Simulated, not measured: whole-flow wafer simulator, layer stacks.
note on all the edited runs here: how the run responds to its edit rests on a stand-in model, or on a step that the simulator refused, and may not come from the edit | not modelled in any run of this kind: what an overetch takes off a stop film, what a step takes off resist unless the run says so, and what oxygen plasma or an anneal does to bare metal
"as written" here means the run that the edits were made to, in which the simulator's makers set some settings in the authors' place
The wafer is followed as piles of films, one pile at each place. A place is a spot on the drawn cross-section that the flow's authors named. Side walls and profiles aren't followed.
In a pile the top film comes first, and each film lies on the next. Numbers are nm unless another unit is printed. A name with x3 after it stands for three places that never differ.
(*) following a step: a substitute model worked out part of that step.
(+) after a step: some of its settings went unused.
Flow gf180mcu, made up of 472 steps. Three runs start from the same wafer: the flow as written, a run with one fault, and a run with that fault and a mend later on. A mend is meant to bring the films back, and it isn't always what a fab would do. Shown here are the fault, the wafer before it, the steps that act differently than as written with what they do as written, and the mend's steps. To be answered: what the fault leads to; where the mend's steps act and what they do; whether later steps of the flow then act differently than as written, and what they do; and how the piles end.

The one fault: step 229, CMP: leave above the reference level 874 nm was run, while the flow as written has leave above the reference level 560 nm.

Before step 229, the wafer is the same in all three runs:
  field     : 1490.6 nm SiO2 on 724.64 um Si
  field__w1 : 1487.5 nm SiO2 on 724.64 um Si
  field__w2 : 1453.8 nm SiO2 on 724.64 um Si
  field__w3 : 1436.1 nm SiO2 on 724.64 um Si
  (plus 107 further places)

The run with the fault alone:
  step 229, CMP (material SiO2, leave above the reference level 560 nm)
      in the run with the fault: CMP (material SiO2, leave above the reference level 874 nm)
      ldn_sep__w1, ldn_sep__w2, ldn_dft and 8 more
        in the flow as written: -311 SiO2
        in the run with the fault: nothing
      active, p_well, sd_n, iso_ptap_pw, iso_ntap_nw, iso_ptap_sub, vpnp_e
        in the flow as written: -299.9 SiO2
        in the run with the fault: nothing
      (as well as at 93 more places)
  Steps further on in the flow that do not act as written (3 more steps, not shown, differ only slightly: by at most 2% or 0.5 nm, whichever is larger):
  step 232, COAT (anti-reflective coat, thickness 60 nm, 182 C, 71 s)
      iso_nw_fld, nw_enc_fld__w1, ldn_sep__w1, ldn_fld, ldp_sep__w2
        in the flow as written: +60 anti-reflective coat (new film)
        in the run with the fault: +58.7 anti-reflective coat (new film)
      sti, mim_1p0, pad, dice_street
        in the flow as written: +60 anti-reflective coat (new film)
        in the run with the fault: +51.1 anti-reflective coat (new film)
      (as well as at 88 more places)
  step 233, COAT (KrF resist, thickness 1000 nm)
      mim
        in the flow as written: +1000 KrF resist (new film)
        in the run with the fault: +1022.5 KrF resist (new film)
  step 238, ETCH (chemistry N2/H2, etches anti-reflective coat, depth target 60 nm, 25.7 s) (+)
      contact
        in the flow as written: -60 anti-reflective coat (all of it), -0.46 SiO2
        in the run with the fault: -69.7 anti-reflective coat (all of it), -0.21 SiO2
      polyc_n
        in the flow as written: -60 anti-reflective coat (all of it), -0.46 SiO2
        in the run with the fault: -43.2 anti-reflective coat (all of it), -0.89 SiO2
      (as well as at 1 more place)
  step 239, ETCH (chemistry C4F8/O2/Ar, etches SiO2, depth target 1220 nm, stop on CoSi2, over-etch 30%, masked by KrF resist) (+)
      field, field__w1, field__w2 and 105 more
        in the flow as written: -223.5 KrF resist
        in the run with the fault: -244 KrF resist
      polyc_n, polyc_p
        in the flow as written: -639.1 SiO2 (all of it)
        in the run with the fault: -952.6 SiO2 (all of it)
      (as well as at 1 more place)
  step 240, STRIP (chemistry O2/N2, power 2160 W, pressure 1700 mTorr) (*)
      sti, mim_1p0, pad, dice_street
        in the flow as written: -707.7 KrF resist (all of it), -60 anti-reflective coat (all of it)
        in the run with the fault: -693.2 KrF resist (all of it), -51.1 anti-reflective coat (all of it)
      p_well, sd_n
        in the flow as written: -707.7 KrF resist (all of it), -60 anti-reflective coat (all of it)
        in the run with the fault: -693.2 KrF resist (all of it), -48 anti-reflective coat (all of it)
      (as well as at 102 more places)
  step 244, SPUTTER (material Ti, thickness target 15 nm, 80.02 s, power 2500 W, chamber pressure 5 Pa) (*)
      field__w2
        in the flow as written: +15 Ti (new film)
        in the run with the fault: +14.1 Ti (new film)
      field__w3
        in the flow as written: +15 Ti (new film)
        in the run with the fault: +14.2 Ti (new film)
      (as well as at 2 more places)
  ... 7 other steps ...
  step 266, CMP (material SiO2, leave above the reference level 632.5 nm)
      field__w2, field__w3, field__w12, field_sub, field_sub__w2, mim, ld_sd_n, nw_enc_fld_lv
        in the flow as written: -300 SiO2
        in the run with the fault: -287.7 SiO2
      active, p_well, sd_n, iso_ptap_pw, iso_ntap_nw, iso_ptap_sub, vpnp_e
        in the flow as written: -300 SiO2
        in the run with the fault: -293.3 SiO2
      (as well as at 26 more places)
  By the end, the piles at field, field__w1, field__w2 and 109 more depart from the flow's by more than 2% or 0.5 nm, whichever is larger.
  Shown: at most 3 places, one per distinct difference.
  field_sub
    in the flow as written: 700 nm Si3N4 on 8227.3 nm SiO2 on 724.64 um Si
    in the run with the fault: 700 nm Si3N4 on 7042.5 nm SiO2 on 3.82 nm W on 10 nm TiN on 15 nm Ti on 1465.9 nm SiO2 on 724.64 um Si
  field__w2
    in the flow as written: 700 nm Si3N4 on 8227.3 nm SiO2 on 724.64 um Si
    in the run with the fault: 700 nm Si3N4 on 7042.5 nm SiO2 on 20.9 nm W on 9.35 nm TiN on 14.1 nm Ti on 1450.4 nm SiO2 on 724.64 um Si
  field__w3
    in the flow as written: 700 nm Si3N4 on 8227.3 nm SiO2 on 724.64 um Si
    in the run with the fault: 700 nm Si3N4 on 7042.5 nm SiO2 on 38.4 nm W on 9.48 nm TiN on 14.2 nm Ti on 1432.6 nm SiO2 on 724.64 um Si

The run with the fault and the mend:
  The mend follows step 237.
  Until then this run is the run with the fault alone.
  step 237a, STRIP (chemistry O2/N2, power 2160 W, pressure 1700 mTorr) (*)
      sti, mim_1p0, pad, dice_street
        -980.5 KrF resist (all of it), -51.1 anti-reflective coat (all of it)
      p_well, sd_n
        -980.5 KrF resist (all of it), -48 anti-reflective coat (all of it)
      ldn_sep__w1, ldn_fld
        -974.9 KrF resist (all of it), -58.7 anti-reflective coat (all of it)
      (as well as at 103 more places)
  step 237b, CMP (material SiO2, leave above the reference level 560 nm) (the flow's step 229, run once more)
      field__w5, field__w9, n_well and 36 more
        -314 SiO2
      ldn_sep__w1, ldn_sep__w2, ldn_dft and 8 more
        -311 SiO2
      active, p_well, sd_n, iso_ptap_pw, iso_ntap_nw, iso_ptap_sub, vpnp_e
        -299.9 SiO2
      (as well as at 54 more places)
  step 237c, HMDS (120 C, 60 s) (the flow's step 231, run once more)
      leaves every film unchanged at each place that is followed
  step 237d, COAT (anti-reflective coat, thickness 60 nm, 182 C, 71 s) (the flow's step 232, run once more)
      field, field__w1, field__w2 and 108 more
        +60 anti-reflective coat (new film)
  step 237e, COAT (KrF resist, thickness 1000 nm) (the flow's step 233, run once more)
      field, field__w1, field__w2 and 108 more
        +1000 KrF resist (new film)
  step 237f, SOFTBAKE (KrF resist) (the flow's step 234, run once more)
      leaves every film unchanged at each place that is followed
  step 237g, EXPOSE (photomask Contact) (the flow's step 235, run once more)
      leaves every film unchanged at each place that is followed
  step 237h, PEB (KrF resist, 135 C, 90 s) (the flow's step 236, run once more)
      field, field__w1, field__w2 and 108 more
        -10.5 KrF resist
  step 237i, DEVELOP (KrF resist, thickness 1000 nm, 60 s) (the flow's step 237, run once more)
      field, field__w1, field__w2 and 105 more
        -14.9 KrF resist
      contact, polyc_n, polyc_p
        -989.5 KrF resist (all of it)
  None of the later steps of the flow acts differently than as written at any place that is followed.
  At every place that both follow, the piles at the end match the flow's.
